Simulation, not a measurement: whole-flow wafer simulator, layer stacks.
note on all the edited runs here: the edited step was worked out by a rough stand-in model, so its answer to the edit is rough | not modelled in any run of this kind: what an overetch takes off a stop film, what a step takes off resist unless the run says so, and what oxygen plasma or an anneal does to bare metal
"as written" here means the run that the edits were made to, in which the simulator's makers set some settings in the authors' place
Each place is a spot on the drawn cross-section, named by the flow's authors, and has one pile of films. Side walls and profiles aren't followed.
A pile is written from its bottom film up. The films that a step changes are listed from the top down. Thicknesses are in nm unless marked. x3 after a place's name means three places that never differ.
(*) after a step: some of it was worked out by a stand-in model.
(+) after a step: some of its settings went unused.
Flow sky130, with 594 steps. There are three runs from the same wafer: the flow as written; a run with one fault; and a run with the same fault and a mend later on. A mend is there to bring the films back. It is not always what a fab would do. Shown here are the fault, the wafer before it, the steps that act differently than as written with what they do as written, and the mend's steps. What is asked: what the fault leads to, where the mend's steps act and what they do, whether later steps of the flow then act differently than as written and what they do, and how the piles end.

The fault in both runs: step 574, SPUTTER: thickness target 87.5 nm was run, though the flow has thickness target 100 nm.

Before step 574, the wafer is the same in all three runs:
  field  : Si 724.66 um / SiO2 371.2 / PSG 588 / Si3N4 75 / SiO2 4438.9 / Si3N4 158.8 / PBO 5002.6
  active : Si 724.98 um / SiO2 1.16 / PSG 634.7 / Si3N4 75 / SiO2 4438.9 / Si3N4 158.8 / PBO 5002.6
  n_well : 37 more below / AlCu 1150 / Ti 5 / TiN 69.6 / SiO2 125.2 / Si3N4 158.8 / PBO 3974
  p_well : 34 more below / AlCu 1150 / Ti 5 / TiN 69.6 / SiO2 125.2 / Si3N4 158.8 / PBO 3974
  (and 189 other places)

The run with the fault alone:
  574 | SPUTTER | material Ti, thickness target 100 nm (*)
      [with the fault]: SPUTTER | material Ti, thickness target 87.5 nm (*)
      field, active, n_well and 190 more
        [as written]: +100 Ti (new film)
        [with the fault]: +87.5 Ti (new film)
  Steps later in the flow that act otherwise than as written (7 more steps, not shown, differ only slightly: by at most 2% or 0.5 nm, whichever is larger):
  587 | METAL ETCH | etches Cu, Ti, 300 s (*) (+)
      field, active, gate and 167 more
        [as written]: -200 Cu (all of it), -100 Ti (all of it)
        [with the fault]: -200 Cu (all of it), -87.5 Ti (all of it)
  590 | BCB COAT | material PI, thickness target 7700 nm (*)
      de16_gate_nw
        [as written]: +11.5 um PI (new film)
        [with the fault]: +11.49 um PI (new film)
  By the end, the piles at n_well, p_well, sd_n and 20 more depart from the flow's by more than 2% or 0.5 nm, whichever is larger.
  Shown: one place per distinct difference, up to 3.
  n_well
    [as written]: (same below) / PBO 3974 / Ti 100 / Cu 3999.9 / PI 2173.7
    [with the fault]: (same below) / PBO 3974 / Ti 87.5 / Cu 3999.9 / PI 2181.8
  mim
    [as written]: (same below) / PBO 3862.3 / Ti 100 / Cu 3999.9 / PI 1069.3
    [with the fault]: (same below) / PBO 3862.3 / Ti 87.5 / Cu 3999.9 / PI 1081
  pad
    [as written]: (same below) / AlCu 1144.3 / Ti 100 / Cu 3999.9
    [with the fault]: (same below) / AlCu 1144.3 / Ti 87.5 / Cu 3999.9

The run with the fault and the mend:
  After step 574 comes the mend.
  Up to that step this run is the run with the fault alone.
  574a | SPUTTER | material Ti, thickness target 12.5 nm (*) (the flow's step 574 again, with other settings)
      field, active, n_well and 190 more
        +12.5 Ti
  None of the later steps of the flow acts differently than as written at any place that is followed.
  The piles end the same as the flow's at every place that both follow.
